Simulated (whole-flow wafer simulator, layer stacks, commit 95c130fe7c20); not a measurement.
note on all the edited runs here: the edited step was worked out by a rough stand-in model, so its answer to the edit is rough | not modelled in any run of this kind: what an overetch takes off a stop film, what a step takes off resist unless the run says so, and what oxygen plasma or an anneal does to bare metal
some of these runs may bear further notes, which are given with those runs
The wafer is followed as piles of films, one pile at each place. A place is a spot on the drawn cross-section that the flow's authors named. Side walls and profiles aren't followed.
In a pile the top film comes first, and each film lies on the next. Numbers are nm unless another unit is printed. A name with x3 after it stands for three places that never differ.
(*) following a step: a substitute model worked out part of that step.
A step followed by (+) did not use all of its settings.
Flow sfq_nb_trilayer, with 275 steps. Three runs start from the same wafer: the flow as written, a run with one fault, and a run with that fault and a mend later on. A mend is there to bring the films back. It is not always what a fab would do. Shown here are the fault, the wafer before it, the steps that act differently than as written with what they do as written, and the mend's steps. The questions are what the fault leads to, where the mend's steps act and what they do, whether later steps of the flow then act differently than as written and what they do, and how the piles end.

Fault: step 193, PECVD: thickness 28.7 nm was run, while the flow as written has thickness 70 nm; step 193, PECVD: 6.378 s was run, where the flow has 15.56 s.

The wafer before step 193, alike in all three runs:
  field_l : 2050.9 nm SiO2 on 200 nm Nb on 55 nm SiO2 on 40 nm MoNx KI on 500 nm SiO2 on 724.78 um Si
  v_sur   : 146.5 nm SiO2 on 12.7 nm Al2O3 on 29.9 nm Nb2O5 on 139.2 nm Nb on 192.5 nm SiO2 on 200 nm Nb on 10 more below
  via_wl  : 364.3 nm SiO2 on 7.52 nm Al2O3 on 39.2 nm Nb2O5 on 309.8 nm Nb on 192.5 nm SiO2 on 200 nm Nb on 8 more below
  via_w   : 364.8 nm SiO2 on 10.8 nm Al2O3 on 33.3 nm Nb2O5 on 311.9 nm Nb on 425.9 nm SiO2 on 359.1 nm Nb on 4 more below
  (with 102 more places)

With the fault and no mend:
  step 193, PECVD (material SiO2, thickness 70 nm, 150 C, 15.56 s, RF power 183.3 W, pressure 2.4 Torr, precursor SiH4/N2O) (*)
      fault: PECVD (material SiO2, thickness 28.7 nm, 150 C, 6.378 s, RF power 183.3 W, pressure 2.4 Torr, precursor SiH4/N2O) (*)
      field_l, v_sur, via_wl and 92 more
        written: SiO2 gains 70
        fault: SiO2 gains 28.7
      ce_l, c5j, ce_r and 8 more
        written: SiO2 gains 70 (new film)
        fault: SiO2 gains 28.7 (new film)
  Steps further on in the flow that do not act as written (8 other steps are not shown; they differ only slightly, by no more than 2% or 0.5 nm, whichever is larger):
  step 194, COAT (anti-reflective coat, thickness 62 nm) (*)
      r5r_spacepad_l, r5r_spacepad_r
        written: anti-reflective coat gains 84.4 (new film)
        fault: anti-reflective coat gains 82.7 (new film)
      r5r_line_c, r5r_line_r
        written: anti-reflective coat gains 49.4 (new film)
        fault: anti-reflective coat gains 48.4 (new film)
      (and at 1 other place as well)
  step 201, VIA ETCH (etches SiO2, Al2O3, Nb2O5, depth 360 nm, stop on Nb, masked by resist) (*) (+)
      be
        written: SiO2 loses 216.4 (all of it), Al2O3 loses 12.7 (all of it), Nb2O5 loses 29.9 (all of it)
        fault: SiO2 loses 175.1 (all of it), Al2O3 loses 12.7 (all of it), Nb2O5 loses 29.9 (all of it)
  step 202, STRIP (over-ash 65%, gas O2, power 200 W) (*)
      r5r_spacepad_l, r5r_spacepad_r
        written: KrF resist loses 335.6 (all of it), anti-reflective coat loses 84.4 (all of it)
        fault: KrF resist loses 336 (all of it), anti-reflective coat loses 82.7 (all of it)
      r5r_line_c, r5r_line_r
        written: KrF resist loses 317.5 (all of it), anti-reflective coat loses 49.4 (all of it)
        fault: KrF resist loses 317.2 (all of it), anti-reflective coat loses 48.4 (all of it)
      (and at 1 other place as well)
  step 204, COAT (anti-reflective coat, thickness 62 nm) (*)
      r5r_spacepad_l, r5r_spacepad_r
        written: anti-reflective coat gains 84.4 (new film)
        fault: anti-reflective coat gains 82.7 (new film)
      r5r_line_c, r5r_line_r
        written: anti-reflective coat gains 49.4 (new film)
        fault: anti-reflective coat gains 48.4 (new film)
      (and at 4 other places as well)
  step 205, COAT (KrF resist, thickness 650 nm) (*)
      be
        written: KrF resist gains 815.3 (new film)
        fault: KrF resist gains 785.8 (new film)
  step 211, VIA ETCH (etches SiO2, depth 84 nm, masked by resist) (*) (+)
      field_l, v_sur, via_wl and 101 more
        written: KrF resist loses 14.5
        fault: KrF resist loses 7.39
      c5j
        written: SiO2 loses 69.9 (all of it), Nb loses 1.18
        fault: SiO2 loses 28.6 (all of it), Nb loses 1.19
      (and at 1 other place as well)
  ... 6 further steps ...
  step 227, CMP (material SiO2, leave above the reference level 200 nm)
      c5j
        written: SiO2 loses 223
        fault: SiO2 loses 261.2
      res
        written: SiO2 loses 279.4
        fault: SiO2 loses 327.8
  At v_sur, via_wl, via_w and 79 more, the piles at the end differ from the flow's by more than 2% or 0.5 nm, whichever is larger.
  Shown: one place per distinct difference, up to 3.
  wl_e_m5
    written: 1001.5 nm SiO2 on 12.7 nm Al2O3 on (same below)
    fault: 960.2 nm SiO2 on 12.7 nm Al2O3 on (same below)
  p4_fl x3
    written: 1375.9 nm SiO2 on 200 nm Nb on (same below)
    fault: 1334.6 nm SiO2 on 200 nm Nb on (same below)
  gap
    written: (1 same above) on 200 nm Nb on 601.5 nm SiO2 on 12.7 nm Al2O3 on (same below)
    fault: (1 same above) on 200 nm Nb on 560.2 nm SiO2 on 12.7 nm Al2O3 on (same below)

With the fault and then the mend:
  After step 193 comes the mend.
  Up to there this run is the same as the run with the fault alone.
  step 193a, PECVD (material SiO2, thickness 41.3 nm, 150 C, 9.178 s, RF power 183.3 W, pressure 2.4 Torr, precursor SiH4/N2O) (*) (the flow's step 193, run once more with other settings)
      field_l, v_sur, via_wl and 103 more
        SiO2 gains 41.3
  None of the later steps of the flow differs from how it acts as written, at any place that is followed, by more than 2% or 0.5 nm, whichever is larger.
  The piles end the same as the flow's at every place that both follow.
